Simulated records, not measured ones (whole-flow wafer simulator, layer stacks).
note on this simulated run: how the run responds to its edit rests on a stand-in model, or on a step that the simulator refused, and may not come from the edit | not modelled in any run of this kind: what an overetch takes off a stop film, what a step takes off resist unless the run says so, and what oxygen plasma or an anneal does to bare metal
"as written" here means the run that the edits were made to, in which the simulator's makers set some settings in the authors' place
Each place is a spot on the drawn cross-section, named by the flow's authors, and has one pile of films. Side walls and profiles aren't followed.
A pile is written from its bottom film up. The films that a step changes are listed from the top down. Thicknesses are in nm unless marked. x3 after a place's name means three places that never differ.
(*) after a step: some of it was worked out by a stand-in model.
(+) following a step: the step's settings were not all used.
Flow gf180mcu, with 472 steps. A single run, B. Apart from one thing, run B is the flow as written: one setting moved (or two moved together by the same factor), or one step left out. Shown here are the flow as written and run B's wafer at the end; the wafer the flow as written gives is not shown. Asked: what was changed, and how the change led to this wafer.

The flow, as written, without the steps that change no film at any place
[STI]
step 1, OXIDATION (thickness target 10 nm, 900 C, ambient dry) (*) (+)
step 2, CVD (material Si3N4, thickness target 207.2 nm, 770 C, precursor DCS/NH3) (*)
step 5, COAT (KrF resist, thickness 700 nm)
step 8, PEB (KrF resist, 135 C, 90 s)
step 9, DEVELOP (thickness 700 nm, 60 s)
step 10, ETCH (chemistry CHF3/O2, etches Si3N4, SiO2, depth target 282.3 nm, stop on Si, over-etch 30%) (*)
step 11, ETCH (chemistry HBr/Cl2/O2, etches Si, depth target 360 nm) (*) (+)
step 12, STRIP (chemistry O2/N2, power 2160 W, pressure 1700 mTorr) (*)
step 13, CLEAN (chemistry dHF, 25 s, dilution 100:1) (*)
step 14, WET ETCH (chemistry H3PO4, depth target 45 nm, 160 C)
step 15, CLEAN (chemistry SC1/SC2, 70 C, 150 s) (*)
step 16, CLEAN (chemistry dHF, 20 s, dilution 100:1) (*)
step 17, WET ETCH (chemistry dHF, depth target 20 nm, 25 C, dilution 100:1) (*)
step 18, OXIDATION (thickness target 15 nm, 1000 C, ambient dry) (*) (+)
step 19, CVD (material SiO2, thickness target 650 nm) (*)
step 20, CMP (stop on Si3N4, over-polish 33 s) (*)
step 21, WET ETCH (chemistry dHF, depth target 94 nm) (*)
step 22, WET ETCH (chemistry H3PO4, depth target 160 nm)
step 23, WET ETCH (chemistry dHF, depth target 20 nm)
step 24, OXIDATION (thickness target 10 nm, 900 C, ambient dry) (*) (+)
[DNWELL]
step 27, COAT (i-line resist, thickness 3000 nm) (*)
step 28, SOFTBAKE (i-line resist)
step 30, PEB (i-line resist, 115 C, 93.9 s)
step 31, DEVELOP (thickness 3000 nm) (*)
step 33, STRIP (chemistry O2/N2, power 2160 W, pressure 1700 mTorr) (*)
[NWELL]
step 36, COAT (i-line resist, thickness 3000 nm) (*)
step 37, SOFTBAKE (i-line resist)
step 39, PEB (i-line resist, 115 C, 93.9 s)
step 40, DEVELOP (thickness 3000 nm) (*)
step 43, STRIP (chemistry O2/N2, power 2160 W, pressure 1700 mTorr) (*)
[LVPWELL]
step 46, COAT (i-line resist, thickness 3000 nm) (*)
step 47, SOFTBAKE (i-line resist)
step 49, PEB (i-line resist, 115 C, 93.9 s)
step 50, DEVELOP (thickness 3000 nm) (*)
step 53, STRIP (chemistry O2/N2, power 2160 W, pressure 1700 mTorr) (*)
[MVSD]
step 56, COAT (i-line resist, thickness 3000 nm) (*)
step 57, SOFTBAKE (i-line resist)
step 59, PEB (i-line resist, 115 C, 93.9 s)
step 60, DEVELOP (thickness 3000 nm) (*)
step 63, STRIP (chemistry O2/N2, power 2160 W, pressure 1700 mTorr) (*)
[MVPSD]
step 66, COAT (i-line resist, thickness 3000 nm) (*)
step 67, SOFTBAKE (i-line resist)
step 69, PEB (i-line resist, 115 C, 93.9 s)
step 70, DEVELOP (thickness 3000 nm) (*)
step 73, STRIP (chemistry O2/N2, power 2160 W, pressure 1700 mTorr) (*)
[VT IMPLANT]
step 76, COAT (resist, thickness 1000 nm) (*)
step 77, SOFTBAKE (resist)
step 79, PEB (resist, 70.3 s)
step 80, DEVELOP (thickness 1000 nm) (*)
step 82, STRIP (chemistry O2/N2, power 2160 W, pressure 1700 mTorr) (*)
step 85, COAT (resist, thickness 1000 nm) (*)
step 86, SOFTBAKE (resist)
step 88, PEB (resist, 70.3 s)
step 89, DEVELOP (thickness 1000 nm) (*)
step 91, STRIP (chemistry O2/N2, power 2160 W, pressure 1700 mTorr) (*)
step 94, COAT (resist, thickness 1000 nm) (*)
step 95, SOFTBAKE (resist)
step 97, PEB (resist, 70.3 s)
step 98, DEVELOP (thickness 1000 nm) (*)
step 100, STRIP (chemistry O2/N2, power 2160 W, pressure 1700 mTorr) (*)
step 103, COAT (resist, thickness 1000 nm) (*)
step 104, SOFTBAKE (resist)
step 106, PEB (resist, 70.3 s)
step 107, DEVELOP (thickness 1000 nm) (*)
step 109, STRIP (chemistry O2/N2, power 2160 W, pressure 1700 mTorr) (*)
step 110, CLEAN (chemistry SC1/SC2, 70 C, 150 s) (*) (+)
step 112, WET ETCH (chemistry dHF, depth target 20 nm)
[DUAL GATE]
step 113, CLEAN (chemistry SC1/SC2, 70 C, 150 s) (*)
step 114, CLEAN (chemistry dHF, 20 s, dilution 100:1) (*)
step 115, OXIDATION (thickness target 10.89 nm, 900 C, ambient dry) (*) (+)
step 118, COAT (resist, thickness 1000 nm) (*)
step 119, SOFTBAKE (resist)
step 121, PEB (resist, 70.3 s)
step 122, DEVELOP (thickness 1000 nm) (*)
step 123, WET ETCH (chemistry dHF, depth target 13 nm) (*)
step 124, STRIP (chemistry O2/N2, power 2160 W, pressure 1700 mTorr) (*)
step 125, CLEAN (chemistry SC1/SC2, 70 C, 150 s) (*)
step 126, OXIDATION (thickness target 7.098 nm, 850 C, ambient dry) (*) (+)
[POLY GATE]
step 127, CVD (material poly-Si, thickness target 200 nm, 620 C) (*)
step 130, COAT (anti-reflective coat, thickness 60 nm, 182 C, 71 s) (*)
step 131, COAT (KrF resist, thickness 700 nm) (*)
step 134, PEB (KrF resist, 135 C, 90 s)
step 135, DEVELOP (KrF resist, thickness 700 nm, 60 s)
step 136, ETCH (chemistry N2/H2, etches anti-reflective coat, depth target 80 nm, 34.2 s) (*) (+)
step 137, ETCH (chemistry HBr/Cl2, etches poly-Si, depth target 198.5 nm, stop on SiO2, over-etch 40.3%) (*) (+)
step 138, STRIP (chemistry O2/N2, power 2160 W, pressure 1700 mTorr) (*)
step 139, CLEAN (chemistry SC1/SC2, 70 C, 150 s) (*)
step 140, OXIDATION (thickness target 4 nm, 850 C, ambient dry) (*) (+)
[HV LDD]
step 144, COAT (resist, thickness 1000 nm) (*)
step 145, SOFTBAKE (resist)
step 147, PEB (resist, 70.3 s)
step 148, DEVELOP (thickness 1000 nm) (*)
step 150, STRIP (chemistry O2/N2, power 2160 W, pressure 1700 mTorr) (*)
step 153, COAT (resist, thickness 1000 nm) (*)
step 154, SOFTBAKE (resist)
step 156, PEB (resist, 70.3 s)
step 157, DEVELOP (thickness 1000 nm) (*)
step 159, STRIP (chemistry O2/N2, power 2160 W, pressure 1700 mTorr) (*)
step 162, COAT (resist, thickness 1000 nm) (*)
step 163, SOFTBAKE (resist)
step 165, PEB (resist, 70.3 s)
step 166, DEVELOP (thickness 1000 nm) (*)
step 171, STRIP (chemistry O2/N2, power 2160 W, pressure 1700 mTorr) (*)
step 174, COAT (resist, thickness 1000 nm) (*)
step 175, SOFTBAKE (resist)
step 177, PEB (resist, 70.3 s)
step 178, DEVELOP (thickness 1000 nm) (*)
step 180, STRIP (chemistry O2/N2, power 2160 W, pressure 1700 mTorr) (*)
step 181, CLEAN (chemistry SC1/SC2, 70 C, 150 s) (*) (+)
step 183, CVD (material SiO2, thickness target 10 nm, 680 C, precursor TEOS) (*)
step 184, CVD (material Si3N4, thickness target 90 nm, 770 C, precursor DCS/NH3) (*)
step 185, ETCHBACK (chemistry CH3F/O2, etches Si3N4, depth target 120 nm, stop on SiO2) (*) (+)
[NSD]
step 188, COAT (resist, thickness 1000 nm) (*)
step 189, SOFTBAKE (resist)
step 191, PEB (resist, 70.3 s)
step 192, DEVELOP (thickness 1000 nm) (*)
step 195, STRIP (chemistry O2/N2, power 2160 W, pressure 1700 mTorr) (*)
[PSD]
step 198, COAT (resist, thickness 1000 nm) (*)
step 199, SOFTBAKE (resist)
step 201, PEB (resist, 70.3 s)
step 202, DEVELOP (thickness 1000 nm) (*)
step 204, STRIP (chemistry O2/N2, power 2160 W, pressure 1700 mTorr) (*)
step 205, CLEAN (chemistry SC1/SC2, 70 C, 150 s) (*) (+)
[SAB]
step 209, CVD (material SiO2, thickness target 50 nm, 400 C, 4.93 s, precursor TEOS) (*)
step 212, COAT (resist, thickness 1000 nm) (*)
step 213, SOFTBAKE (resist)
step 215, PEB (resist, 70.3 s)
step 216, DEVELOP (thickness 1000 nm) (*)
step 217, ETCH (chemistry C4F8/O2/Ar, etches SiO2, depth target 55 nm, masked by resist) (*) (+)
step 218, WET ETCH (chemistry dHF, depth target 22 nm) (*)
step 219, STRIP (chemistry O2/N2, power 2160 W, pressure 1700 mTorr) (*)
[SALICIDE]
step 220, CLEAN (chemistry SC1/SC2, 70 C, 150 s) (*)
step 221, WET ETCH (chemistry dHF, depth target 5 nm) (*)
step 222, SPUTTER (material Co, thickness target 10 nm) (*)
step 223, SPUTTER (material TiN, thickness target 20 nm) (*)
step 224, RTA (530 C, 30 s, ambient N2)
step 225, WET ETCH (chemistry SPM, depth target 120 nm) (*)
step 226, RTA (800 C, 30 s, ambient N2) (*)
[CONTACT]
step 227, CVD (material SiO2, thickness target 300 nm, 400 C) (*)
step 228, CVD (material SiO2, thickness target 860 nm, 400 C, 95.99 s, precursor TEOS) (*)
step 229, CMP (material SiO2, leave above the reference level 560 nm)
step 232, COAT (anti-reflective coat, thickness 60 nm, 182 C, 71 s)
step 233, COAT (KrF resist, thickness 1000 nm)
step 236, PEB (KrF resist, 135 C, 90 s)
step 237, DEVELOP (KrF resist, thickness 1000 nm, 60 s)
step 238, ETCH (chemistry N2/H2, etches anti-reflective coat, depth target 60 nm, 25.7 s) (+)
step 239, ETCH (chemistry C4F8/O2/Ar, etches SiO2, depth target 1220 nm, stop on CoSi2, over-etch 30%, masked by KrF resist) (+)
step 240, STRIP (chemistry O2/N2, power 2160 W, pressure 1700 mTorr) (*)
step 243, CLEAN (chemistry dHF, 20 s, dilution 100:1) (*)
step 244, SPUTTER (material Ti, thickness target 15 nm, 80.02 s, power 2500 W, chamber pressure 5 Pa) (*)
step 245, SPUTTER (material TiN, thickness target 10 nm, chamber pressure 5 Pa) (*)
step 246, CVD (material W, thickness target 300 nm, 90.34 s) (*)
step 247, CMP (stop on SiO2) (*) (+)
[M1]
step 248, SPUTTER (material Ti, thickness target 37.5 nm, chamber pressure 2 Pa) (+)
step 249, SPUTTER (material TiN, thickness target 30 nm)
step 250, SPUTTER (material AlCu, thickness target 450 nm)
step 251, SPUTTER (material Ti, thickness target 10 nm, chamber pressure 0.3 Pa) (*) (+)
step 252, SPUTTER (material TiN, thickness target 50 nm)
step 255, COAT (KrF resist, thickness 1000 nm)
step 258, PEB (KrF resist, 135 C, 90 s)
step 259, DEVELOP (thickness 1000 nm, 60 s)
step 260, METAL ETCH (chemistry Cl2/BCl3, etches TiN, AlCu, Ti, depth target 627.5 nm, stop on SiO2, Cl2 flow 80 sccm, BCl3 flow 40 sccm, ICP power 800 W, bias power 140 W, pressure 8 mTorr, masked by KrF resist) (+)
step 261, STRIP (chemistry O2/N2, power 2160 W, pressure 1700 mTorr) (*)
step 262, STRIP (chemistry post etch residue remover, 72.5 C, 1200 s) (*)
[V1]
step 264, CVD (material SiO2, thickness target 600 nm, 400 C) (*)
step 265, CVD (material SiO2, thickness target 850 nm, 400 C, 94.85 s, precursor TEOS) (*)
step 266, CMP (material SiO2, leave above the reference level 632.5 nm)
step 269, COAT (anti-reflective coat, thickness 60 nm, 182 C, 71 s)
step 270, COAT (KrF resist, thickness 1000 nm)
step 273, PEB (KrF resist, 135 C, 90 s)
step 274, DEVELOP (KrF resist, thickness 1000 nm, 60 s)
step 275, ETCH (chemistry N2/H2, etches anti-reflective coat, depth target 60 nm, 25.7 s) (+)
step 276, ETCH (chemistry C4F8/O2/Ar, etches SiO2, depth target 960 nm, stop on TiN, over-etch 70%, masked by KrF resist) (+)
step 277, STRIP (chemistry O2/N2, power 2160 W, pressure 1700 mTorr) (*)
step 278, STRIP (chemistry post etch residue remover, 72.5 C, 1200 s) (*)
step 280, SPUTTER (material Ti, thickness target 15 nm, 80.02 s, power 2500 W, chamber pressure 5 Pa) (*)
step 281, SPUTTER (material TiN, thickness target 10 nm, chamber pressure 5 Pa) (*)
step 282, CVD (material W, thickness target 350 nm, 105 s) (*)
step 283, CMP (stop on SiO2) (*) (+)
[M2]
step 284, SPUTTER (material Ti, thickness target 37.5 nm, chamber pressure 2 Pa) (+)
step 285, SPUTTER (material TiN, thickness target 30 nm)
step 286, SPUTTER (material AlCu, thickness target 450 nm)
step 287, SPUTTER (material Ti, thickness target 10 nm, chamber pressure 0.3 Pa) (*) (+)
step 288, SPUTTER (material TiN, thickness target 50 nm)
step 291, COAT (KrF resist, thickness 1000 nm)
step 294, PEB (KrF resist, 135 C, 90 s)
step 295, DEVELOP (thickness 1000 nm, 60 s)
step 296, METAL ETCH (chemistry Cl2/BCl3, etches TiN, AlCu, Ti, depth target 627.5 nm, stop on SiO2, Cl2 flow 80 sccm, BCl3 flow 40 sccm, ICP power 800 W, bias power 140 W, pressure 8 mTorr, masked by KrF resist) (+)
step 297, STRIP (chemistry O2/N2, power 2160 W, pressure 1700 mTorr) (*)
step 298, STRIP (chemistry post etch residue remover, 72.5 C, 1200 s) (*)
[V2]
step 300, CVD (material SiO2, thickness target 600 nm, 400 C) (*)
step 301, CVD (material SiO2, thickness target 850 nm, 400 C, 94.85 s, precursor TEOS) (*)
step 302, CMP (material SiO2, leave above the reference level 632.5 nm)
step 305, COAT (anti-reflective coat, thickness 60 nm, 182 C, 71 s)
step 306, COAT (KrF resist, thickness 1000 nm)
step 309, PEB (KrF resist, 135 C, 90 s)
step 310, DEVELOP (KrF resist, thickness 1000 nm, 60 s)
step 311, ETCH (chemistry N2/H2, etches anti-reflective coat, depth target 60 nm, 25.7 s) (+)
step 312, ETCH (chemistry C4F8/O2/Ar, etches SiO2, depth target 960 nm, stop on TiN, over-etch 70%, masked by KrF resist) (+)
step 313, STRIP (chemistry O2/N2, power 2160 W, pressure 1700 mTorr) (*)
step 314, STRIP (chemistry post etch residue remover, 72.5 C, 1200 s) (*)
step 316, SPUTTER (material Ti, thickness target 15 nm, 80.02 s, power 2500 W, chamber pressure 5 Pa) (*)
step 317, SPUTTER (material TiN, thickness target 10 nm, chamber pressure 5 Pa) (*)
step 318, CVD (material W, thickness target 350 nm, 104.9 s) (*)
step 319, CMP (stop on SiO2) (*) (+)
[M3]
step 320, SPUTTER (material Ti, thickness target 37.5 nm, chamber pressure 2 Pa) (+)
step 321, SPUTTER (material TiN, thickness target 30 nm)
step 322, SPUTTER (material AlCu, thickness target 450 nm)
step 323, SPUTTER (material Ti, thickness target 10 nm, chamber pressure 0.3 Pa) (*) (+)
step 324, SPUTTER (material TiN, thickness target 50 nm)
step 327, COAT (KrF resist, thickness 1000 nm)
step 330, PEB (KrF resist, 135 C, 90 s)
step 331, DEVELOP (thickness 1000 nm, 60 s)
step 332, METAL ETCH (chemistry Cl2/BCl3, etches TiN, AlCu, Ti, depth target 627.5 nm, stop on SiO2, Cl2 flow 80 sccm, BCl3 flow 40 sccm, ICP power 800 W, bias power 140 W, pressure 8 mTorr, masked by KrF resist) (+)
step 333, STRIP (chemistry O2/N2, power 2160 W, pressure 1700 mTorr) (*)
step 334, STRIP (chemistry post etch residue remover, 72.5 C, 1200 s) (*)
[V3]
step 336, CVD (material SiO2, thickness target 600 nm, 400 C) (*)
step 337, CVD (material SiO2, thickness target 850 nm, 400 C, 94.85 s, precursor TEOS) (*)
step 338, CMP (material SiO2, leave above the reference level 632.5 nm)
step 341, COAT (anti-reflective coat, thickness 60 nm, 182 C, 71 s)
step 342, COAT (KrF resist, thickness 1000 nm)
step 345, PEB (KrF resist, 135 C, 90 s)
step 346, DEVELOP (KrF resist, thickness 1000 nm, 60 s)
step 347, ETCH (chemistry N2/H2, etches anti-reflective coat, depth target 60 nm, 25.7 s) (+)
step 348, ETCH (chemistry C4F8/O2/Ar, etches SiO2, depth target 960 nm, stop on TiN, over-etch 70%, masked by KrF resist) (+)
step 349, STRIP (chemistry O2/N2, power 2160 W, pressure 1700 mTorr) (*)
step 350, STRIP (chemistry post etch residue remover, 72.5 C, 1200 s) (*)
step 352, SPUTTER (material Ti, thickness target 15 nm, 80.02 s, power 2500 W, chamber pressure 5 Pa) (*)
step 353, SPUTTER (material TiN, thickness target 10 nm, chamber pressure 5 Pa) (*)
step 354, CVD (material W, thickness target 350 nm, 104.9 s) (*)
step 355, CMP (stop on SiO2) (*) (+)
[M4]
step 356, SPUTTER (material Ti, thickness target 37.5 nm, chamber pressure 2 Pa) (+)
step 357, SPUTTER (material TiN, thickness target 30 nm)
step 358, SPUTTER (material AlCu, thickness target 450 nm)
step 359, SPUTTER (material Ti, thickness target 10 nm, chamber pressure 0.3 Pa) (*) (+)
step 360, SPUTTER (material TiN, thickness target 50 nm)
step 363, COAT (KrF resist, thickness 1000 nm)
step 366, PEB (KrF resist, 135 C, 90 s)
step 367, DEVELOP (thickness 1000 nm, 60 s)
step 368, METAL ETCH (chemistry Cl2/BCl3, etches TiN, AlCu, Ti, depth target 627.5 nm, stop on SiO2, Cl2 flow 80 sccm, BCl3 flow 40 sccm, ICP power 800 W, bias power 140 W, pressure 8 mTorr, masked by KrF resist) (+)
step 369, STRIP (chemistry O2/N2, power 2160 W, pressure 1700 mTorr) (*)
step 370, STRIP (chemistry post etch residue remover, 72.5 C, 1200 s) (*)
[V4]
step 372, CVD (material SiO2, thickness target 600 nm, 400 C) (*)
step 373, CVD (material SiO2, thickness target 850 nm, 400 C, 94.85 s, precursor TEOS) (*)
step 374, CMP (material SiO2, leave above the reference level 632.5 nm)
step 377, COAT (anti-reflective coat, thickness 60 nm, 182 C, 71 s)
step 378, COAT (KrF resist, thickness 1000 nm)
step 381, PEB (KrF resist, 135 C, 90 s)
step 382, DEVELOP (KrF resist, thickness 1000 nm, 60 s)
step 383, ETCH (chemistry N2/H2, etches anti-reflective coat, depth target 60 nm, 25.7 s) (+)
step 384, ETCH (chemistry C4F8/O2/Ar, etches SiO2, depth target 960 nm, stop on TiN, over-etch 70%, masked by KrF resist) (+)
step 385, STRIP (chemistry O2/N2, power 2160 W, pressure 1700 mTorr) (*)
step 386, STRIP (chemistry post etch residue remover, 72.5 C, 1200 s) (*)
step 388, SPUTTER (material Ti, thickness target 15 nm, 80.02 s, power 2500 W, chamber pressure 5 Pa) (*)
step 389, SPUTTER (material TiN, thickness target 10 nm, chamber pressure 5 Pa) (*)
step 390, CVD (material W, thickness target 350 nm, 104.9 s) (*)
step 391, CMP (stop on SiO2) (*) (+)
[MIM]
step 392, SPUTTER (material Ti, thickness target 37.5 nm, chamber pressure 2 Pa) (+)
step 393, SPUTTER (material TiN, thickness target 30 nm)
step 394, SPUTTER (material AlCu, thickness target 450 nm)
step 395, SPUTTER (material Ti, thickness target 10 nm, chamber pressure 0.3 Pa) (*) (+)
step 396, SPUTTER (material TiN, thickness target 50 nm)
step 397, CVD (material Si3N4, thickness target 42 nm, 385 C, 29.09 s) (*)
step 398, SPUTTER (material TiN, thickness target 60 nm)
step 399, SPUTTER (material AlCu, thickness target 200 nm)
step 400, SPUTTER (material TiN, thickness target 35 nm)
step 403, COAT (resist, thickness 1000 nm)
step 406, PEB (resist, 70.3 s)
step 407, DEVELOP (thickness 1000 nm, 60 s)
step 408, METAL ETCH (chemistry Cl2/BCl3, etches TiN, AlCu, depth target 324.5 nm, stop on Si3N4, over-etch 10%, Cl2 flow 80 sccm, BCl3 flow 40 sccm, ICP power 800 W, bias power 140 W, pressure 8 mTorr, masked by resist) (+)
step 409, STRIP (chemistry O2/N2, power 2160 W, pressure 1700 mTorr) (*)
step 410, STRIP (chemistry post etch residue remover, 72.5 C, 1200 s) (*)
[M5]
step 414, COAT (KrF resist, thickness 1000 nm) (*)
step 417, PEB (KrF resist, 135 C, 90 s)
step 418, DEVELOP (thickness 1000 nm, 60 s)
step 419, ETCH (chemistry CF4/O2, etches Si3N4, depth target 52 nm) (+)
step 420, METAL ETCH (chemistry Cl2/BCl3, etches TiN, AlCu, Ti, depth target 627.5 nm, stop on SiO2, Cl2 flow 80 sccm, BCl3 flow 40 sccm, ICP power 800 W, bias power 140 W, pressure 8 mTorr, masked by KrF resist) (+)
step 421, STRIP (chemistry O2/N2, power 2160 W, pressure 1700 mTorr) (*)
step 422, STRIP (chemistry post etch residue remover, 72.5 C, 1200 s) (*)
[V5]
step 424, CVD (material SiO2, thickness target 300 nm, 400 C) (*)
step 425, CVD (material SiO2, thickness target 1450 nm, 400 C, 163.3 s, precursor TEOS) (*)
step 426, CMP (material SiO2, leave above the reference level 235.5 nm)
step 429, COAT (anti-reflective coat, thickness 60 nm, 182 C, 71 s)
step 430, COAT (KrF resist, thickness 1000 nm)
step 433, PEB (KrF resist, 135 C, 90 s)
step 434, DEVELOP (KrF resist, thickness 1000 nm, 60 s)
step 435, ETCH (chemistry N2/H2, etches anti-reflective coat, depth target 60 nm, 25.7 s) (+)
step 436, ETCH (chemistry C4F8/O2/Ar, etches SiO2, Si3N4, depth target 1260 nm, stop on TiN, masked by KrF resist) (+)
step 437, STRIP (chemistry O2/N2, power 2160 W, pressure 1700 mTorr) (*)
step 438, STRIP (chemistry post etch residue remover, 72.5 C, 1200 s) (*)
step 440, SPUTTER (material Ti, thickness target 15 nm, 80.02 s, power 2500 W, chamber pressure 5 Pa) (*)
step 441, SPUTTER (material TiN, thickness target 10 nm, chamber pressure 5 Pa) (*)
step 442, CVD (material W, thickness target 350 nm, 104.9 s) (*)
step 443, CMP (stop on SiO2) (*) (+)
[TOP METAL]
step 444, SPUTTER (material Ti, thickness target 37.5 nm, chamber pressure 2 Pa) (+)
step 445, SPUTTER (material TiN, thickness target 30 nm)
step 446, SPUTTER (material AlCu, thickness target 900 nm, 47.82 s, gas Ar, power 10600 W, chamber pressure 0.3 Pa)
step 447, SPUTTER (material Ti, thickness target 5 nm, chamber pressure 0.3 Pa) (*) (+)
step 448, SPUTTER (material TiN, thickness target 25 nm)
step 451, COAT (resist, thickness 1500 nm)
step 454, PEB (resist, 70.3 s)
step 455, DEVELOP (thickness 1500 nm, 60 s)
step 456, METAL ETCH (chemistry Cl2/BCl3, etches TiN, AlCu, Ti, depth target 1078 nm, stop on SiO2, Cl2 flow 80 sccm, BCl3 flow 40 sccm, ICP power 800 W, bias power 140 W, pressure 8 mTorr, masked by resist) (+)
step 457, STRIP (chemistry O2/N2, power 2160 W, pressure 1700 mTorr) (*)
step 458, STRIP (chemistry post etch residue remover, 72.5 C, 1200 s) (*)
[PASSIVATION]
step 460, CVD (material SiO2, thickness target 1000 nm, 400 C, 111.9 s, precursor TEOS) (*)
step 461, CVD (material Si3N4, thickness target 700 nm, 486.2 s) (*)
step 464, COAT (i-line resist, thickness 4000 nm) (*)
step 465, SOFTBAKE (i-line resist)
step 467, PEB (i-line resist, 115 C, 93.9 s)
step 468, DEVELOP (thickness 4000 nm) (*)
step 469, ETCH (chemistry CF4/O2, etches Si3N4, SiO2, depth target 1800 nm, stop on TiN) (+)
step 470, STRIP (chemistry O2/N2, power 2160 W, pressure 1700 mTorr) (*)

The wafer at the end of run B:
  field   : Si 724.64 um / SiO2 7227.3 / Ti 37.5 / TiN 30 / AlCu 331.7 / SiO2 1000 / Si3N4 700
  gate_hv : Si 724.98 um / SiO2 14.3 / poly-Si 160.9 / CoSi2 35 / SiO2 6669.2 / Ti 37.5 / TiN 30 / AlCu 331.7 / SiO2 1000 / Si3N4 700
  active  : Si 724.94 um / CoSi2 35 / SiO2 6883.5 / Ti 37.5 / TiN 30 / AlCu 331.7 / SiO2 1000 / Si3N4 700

What caused this: step 456, METAL ETCH: depth target 592.6 nm was run, though the flow has depth target 1078 nm.

The path from the change to this, step by step:
  step 456, METAL ETCH (chemistry Cl2/BCl3, etches TiN, AlCu, Ti, depth target 1078 nm, stop on SiO2, Cl2 flow 80 sccm, BCl3 flow 40 sccm, ICP power 800 W, bias power 140 W, pressure 8 mTorr, masked by resist) (+)
      field, field__w1, field__w2 and 103 more: TiN loses 25 (all of it), Ti loses 5 (all of it), AlCu loses 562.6 (it would be, as written: TiN loses 25 (all of it), Ti loses 5 (all of it), AlCu loses 900 (all of it), TiN loses 30 (all of it), Ti loses 37.5 (all of it))
      field__w8, contact, m1, m1__w1, pad, m1_nw: resist loses 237 (it would be, as written: resist loses 431)
  step 457, STRIP (chemistry O2/N2, power 2160 W, pressure 1700 mTorr) (*)
      field__w8, contact, m1, m1__w1, pad, m1_nw: resist loses 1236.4 (all of it) (it would be, as written: resist loses 1042.5 (all of it))
  step 458, STRIP (chemistry post etch residue remover, 72.5 C, 1200 s) (*)
      field, field__w1, field__w2 and 103 more: AlCu loses 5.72 (it would be, as written: nothing)
  step 460, CVD (material SiO2, thickness target 1000 nm, 400 C, 111.9 s, precursor TEOS) (*)
      field, field__w1, field__w2 and 103 more: SiO2 gains 1000 (new film) (it would be, as written: SiO2 gains 1000)
  step 464, COAT (i-line resist, thickness 4000 nm) (*)
      field__w8: i-line resist gains 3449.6 (new film) (it would be, as written: i-line resist gains 3093.1 (new film))
      contact: i-line resist gains 3478.2 (new film) (it would be, as written: i-line resist gains 3153.6 (new film))
      (also at 4 further places)
  step 465, SOFTBAKE (i-line resist)
      gate: i-line resist loses 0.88 (it would be, as written: i-line resist gains 1.79)
      field__w11, field__w13: i-line resist gains 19 (it would be, as written: i-line resist gains 37.6)
      (also at 66 further places)
  step 467, PEB (i-line resist, 115 C, 93.9 s)
      field__w8, m1__w1: i-line resist loses 56.5 (it would be, as written: i-line resist loses 49.2)
      contact, m1: i-line resist loses 56.7 (it would be, as written: i-line resist loses 49.6)
      (also at 2 further places)
  step 468, DEVELOP (thickness 4000 nm) (*)
      pad: i-line resist loses 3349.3 (all of it) (it would be, as written: i-line resist loses 2960.4 (all of it))
  step 470, STRIP (chemistry O2/N2, power 2160 W, pressure 1700 mTorr) (*)
      field__w8, m1__w1: i-line resist loses 2158.6 (all of it) (it would be, as written: i-line resist loses 1775.9 (all of it))
      contact: i-line resist loses 2169.5 (all of it) (it would be, as written: i-line resist loses 1798.3 (all of it))
      (also at 2 further places)
With metal films that touch counted as one body, field has 1 body; the flow as written gives 0 bodies.
With metal films that touch counted as one body, gate_hv has 2 bodies (between them, from the top down: SiO2 6669.2); the flow as written gives 1 body.
With metal films that touch counted as one body, active has 2 bodies (between them, from the top down: SiO2 6883.5); the flow as written gives 1 body.
